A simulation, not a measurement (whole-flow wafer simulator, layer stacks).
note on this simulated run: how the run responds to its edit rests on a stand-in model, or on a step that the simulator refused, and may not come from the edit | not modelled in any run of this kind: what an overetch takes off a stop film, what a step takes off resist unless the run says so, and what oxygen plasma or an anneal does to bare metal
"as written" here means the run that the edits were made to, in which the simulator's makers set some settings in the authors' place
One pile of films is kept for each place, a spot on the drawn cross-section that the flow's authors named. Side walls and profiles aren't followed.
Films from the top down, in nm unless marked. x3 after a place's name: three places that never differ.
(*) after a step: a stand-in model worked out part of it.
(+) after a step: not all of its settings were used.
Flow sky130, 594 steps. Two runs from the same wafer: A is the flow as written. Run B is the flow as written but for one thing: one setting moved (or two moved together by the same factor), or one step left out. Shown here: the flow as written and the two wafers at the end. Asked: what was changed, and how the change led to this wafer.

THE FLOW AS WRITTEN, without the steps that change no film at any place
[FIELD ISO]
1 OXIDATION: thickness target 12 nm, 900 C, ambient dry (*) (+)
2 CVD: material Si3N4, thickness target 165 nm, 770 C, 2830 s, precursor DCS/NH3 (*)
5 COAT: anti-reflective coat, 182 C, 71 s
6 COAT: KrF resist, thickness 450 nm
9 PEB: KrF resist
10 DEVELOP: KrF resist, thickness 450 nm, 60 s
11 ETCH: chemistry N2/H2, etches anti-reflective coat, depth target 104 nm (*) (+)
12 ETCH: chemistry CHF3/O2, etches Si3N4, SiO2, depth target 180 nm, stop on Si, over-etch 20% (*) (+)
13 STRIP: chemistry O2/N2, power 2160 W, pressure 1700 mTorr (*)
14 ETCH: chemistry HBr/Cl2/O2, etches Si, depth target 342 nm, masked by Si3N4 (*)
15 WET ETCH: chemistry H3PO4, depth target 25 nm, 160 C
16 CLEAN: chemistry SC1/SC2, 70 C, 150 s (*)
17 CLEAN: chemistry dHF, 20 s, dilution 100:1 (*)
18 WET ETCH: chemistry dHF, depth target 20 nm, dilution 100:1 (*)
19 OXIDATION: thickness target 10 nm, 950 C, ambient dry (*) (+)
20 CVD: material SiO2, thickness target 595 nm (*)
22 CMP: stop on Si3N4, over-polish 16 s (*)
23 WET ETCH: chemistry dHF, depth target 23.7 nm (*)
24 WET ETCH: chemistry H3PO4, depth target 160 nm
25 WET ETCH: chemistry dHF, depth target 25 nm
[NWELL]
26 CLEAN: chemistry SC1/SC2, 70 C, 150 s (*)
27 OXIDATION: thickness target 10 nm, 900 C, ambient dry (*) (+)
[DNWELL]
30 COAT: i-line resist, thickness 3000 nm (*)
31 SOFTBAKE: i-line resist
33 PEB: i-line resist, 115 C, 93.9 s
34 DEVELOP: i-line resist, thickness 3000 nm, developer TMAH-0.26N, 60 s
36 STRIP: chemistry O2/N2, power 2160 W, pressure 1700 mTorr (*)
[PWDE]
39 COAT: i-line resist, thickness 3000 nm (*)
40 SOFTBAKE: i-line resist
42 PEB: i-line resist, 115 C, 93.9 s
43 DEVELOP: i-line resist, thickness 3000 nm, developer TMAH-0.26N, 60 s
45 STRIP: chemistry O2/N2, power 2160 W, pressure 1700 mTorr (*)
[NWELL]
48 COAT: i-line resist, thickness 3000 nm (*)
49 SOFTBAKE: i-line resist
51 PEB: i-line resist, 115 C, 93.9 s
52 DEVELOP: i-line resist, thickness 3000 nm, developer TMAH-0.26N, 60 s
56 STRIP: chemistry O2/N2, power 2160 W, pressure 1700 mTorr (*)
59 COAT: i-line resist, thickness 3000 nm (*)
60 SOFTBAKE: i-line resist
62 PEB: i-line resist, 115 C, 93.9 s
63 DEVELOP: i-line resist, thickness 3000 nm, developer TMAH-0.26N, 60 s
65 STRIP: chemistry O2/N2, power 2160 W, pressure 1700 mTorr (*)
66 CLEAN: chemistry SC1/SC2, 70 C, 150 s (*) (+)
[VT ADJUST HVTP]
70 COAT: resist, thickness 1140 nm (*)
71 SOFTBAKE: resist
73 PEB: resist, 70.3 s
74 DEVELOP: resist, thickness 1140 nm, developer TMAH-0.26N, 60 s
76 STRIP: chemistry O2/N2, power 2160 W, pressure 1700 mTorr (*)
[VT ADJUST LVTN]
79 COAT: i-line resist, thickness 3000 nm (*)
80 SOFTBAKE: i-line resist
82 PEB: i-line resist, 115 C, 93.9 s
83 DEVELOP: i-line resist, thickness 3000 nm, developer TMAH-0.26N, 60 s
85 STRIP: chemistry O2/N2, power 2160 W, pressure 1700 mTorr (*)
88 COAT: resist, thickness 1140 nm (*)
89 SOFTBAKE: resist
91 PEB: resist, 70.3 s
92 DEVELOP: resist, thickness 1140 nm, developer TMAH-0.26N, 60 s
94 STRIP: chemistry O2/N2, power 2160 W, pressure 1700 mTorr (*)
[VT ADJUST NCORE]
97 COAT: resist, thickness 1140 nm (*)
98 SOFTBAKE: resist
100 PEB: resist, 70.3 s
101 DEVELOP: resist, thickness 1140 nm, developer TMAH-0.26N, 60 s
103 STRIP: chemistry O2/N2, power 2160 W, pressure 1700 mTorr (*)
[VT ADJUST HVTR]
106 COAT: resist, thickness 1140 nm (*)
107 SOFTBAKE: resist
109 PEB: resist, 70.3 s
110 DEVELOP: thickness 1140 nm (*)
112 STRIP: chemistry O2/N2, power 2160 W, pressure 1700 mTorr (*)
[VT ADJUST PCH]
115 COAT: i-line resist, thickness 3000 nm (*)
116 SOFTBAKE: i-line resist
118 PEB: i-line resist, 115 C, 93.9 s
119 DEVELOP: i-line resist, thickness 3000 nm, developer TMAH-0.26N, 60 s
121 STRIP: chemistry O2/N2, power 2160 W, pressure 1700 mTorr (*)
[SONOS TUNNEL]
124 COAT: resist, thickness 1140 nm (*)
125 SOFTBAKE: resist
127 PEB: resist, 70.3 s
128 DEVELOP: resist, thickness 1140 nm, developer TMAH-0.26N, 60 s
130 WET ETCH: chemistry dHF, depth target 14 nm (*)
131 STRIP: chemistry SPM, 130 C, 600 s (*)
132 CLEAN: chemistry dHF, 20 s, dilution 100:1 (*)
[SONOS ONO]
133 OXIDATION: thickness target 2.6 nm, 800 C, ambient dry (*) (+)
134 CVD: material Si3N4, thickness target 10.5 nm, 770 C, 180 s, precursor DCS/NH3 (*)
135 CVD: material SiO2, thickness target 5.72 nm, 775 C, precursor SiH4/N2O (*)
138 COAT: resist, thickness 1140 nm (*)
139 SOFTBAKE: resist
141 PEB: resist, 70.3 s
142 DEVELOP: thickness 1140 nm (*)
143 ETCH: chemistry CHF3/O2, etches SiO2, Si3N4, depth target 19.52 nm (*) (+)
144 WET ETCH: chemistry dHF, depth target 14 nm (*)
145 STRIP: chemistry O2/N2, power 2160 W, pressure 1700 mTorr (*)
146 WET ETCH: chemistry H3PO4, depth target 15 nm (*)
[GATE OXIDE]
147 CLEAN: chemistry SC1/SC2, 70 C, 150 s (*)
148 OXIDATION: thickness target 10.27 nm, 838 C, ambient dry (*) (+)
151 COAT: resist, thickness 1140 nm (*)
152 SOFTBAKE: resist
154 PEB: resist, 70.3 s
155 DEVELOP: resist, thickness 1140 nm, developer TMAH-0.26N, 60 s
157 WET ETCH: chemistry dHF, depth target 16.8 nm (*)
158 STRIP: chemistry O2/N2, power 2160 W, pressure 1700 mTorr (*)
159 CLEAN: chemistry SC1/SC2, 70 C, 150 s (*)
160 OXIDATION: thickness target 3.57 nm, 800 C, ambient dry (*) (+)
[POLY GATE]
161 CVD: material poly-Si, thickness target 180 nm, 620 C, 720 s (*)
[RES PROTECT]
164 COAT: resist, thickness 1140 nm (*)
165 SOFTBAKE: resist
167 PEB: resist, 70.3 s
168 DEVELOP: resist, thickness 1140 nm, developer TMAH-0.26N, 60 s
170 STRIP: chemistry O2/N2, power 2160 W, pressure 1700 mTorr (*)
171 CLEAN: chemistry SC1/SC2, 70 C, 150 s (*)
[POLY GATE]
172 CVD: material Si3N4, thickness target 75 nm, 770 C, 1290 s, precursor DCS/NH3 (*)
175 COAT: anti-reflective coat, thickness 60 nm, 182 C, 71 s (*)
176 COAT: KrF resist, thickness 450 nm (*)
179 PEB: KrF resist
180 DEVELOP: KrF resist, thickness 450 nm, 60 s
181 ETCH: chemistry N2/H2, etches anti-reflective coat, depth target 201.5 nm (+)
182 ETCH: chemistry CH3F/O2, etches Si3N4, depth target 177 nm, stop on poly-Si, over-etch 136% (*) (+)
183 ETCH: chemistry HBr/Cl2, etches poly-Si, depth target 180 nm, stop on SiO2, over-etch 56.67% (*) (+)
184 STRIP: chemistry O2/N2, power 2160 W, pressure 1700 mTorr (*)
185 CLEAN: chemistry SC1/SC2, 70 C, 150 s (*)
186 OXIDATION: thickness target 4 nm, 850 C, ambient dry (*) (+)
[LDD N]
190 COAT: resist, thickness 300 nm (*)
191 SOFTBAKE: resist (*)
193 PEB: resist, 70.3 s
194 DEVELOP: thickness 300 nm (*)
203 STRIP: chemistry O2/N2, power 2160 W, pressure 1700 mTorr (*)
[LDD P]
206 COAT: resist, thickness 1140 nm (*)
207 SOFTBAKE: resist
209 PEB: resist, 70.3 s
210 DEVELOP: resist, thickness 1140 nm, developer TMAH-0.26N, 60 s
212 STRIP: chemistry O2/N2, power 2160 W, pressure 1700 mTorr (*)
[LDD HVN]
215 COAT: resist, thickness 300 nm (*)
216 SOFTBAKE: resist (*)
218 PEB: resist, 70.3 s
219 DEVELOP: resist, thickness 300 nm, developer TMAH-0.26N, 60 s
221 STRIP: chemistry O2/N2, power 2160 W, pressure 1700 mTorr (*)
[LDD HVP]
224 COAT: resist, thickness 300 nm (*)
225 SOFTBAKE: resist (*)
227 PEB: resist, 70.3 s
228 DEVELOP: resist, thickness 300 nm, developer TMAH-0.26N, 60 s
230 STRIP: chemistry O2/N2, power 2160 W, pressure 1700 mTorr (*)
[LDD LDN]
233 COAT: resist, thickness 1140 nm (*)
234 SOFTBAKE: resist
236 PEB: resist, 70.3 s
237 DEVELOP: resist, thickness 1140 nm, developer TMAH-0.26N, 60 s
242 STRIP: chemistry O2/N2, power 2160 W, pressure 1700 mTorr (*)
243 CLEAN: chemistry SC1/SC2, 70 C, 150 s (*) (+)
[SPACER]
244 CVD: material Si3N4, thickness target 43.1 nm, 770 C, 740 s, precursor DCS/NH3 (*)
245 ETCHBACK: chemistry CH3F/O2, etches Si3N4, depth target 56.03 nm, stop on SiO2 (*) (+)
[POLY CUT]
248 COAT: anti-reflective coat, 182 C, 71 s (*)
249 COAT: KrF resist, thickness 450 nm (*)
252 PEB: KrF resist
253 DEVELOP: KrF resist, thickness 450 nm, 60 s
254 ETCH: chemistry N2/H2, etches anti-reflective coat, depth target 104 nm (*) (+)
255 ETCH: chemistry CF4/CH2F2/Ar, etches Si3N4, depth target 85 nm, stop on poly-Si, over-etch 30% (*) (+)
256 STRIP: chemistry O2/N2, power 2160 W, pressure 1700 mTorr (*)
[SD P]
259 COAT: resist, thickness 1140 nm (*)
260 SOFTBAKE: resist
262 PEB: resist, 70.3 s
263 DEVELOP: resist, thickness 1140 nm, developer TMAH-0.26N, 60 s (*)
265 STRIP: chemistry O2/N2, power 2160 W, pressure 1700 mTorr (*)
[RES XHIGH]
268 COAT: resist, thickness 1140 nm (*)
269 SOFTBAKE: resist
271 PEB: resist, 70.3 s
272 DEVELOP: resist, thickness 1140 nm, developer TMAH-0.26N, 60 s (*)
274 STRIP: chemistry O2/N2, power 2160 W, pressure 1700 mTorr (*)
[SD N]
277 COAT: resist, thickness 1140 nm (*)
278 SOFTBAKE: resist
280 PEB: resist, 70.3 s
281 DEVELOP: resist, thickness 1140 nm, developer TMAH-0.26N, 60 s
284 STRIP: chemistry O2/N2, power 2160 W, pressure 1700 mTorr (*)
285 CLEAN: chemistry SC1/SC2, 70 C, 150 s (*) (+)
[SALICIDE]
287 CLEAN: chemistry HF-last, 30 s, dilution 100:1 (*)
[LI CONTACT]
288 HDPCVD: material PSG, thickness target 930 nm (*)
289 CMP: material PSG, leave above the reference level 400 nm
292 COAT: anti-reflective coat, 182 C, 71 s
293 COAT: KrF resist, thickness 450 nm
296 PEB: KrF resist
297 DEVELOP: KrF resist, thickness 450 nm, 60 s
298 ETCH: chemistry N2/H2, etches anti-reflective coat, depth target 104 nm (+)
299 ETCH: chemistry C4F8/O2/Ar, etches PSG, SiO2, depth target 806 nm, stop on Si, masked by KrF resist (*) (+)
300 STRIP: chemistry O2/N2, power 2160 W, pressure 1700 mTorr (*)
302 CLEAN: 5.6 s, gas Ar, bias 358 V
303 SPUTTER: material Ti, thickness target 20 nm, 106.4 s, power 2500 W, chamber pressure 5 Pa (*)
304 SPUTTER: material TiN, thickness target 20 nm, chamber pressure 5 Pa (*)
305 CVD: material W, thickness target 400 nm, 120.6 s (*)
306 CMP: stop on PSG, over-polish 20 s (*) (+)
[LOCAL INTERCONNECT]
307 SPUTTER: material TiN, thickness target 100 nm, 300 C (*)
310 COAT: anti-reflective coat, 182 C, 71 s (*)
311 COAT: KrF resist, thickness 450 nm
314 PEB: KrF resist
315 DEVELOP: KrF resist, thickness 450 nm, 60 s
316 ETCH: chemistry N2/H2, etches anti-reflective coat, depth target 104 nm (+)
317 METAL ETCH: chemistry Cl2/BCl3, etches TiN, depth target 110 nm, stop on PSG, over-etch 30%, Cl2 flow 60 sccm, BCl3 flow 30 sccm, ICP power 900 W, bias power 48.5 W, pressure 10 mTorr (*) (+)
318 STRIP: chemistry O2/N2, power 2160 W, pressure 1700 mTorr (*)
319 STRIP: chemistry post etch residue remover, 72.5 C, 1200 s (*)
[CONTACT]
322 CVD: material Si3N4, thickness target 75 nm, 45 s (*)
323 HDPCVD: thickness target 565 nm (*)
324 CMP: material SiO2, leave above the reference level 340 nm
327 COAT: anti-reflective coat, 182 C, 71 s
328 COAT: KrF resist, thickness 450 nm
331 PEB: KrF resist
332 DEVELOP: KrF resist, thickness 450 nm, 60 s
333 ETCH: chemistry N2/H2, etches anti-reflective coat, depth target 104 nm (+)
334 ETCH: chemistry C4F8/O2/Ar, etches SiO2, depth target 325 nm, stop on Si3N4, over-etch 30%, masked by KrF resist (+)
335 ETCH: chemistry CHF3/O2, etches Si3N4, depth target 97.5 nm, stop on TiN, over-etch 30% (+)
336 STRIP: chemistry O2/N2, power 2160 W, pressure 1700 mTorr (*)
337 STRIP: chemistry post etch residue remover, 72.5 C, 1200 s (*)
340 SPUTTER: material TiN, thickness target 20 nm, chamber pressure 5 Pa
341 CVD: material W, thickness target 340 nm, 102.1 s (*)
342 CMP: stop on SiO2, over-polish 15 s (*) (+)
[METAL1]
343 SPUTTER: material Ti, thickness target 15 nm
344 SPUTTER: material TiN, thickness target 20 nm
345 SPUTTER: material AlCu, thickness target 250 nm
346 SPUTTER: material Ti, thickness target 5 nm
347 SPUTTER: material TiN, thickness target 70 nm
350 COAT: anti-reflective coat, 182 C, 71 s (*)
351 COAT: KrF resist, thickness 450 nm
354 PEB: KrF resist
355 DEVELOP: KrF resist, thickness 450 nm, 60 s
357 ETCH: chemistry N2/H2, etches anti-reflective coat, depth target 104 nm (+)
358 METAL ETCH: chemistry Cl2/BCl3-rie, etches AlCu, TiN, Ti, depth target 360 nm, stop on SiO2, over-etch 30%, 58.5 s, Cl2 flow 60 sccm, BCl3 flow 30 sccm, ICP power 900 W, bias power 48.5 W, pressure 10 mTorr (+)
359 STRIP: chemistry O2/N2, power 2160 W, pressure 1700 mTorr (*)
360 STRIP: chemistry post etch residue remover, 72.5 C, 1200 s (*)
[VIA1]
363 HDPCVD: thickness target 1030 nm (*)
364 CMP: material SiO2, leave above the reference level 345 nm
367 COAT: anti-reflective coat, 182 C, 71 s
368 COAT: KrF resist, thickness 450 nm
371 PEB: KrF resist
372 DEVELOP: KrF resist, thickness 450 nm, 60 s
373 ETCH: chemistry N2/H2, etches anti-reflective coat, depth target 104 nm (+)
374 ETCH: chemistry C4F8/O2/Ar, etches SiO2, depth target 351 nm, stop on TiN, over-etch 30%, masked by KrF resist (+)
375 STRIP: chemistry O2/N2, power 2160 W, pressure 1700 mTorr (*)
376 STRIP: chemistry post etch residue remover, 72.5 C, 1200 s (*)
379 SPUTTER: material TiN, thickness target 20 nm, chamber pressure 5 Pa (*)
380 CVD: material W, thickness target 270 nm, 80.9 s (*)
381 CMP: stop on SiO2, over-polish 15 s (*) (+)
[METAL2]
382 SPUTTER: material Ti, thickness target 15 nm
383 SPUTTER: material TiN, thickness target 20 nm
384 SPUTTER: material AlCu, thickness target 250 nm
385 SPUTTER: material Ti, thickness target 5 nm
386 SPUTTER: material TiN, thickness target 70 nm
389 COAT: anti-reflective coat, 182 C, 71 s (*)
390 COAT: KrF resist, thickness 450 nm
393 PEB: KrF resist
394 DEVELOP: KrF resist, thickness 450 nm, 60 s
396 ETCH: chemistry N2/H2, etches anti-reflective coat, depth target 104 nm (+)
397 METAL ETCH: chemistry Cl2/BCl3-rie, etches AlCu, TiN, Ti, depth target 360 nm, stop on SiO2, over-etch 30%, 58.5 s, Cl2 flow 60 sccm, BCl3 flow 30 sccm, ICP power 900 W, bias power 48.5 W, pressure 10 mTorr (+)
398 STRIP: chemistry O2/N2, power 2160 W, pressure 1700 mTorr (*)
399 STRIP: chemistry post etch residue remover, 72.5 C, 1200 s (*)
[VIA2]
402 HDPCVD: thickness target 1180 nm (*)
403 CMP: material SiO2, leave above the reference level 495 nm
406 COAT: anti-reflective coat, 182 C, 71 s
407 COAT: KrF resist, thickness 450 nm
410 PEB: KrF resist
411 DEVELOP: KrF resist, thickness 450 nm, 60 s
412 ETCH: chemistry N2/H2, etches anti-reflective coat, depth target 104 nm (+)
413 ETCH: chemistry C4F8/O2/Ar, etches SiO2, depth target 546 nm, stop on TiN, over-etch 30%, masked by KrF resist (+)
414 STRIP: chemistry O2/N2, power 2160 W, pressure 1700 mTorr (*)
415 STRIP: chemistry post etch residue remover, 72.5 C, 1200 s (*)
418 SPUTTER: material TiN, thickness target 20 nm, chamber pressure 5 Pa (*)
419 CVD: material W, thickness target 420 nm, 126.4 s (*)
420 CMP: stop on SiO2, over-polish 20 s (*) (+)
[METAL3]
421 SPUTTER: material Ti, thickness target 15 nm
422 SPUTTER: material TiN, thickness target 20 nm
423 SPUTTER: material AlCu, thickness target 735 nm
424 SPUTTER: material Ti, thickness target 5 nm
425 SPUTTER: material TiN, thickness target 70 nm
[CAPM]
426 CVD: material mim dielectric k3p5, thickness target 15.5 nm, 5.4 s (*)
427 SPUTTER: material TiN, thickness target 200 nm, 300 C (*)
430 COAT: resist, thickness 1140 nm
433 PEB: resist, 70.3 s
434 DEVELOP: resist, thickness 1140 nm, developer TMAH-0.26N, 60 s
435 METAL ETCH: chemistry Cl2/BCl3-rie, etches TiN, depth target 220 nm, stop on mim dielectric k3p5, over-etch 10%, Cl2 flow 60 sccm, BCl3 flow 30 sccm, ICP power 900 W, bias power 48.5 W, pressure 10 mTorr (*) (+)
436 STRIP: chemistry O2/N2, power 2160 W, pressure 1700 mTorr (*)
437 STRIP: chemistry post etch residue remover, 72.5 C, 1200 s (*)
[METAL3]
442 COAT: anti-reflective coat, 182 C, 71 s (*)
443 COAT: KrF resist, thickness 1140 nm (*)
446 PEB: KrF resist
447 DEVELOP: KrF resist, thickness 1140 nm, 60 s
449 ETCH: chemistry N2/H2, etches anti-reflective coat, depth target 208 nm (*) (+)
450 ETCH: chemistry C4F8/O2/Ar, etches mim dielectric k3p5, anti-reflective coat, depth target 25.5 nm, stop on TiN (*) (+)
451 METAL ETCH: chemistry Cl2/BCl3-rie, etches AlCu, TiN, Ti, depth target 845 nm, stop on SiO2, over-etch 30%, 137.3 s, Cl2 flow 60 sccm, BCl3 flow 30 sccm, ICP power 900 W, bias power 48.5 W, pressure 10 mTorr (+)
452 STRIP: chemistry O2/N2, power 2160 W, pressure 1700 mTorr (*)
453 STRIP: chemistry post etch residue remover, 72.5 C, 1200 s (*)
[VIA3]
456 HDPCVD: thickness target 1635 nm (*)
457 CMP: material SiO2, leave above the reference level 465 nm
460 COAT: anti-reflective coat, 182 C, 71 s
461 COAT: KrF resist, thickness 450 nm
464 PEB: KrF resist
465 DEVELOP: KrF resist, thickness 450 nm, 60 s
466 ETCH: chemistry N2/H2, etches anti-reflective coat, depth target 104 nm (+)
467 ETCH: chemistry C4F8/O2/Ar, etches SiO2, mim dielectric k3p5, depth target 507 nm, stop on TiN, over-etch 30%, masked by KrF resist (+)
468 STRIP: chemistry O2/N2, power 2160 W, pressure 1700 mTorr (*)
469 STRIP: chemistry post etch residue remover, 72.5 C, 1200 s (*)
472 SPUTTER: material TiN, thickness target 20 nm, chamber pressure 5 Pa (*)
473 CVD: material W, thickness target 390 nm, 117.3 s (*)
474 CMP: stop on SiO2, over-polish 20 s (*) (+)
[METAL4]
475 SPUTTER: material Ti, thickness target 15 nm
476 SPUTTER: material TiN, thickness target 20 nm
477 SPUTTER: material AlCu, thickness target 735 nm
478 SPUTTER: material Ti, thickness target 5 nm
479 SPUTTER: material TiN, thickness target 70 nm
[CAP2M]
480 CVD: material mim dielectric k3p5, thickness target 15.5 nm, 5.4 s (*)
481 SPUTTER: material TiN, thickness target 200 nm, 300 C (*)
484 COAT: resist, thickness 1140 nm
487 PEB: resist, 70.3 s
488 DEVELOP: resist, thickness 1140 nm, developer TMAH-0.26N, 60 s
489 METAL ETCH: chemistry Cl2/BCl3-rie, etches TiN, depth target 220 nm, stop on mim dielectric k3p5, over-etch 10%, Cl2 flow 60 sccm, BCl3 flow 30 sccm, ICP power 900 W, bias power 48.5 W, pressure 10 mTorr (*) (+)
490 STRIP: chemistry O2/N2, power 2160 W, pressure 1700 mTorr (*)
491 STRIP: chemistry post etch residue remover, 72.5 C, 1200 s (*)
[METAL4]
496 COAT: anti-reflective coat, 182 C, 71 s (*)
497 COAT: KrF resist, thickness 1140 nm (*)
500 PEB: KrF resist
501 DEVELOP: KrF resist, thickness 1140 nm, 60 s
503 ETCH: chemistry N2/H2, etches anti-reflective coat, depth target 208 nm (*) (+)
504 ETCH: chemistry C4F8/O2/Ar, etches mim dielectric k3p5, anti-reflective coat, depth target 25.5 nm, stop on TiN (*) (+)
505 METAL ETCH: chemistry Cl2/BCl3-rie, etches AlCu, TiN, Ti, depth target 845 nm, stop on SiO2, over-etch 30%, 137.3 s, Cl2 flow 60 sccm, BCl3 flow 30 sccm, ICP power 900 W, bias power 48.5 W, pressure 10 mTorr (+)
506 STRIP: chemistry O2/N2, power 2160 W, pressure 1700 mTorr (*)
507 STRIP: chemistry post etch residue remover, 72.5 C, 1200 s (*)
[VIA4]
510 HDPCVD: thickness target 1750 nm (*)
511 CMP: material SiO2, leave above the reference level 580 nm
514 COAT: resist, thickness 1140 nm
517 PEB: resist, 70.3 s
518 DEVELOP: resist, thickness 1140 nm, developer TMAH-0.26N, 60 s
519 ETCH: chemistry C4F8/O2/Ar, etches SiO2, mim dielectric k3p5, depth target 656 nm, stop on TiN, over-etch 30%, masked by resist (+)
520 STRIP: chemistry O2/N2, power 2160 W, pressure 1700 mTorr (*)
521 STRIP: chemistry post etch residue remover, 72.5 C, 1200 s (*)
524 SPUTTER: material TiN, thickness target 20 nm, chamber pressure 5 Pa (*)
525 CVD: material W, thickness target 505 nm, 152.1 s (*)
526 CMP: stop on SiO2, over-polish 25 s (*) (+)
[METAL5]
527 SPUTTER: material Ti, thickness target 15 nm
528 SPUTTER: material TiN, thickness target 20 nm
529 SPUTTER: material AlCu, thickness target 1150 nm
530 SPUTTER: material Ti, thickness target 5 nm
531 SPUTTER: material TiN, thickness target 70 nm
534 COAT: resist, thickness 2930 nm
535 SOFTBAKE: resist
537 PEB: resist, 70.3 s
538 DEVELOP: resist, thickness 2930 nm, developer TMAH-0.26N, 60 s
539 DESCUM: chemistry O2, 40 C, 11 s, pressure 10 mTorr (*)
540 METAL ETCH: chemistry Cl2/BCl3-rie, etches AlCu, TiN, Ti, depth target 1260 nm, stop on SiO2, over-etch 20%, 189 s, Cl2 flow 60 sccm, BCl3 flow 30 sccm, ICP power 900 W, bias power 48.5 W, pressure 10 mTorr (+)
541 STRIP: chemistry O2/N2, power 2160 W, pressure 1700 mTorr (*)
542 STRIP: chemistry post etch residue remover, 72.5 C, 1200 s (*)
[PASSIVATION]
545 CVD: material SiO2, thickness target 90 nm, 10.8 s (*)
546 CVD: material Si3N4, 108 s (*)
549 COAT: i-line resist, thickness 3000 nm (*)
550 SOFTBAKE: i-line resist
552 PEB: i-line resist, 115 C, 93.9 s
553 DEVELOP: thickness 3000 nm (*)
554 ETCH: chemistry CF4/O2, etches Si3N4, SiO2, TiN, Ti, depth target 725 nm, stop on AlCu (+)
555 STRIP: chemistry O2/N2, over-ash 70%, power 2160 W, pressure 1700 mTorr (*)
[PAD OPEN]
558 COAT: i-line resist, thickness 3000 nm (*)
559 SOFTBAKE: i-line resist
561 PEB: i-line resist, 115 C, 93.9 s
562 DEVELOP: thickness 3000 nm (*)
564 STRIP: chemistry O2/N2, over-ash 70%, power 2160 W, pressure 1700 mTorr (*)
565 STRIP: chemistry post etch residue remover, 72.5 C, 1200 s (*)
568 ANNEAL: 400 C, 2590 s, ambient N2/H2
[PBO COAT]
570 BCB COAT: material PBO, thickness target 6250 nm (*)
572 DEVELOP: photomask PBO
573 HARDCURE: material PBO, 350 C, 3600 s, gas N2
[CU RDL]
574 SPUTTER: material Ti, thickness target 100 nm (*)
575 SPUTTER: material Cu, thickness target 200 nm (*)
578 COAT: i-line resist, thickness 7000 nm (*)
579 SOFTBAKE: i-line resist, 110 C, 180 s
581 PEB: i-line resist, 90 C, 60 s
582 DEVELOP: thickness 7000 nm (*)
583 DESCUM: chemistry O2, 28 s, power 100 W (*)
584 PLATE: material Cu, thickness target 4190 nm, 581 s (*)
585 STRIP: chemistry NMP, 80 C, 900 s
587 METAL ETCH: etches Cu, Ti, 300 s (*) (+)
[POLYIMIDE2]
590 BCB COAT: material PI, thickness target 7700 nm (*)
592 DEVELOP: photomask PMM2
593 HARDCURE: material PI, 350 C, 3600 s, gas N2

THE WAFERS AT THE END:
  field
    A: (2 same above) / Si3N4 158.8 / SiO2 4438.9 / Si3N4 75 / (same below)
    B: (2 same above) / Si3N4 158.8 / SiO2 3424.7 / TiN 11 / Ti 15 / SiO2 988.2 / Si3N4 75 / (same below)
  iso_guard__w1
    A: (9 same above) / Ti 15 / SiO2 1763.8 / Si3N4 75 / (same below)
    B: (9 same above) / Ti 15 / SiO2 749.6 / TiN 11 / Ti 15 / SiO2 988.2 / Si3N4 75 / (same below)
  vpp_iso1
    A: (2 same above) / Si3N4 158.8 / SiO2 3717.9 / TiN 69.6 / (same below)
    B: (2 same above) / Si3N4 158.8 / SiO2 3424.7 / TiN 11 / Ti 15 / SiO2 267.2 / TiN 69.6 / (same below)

The cause: step 397, METAL ETCH: depth target 255.6 nm was run, where the flow has depth target 360 nm; step 397, METAL ETCH: 41.5 s was run, where the flow has 58.5 s.

How the change led to this, step by step:
  397 METAL ETCH: chemistry Cl2/BCl3-rie, etches AlCu, TiN, Ti, depth target 360 nm, stop on SiO2, over-etch 30%, 58.5 s, Cl2 flow 60 sccm, BCl3 flow 30 sccm, ICP power 900 W, bias power 48.5 W, pressure 10 mTorr (+)
      iso_guard, vpp_sp, vpp_guard and 75 more: A TiN -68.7 (all of it), Ti -5 (all of it), AlCu -250 (all of it), TiN -20 (all of it), Ti -15 (all of it), SiO2 -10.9 | B TiN -68.7 (all of it), Ti -5 (all of it), AlCu -250 (all of it), TiN -8.61
      field, active, gate, spacer, sonos_cell, sonos_guard, sonos_guard_hv: A TiN -68.7 (all of it), Ti -5 (all of it), AlCu -250 (all of it), TiN -20 (all of it), Ti -15 (all of it), SiO2 -10.9 | B TiN -68.7 (all of it), Ti -5 (all of it), AlCu -250 (all of it), TiN -8.62
      (and at 106 more places)
  398 STRIP: chemistry O2/N2, power 2160 W, pressure 1700 mTorr (*)
      gate_hv, mim, dice_street and 96 more: A KrF resist -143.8 (all of it), anti-reflective coat -80 (all of it) | B KrF resist -211.7 (all of it), anti-reflective coat -80 (all of it)
      n_well, p_well, sd_n, sd_p, pad: A KrF resist -143.8 (all of it), anti-reflective coat -80 (all of it) | B KrF resist -211.6 (all of it), anti-reflective coat -80 (all of it)
      (and at 2 more places)
  402 HDPCVD: thickness target 1180 nm (*)
      field, active, gate and 82 more: A SiO2 +1180 | B SiO2 +1180 (new film)
  403 CMP: material SiO2, leave above the reference level 495 nm
      field, active, gate and 82 more: A SiO2 -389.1 | B SiO2 -426
Counting metal films that touch as one body, field has 1 body; the flow as written gives 0 bodies.
Counting metal films that touch as one body, iso_guard__w1 has 2 bodies (between them, from the top down: SiO2 749.6); the flow as written gives 1 body.
Counting metal films that touch as one body, vpp_iso1 has 2 bodies (between them, from the top down: SiO2 267.2); the flow as written gives 1 body.
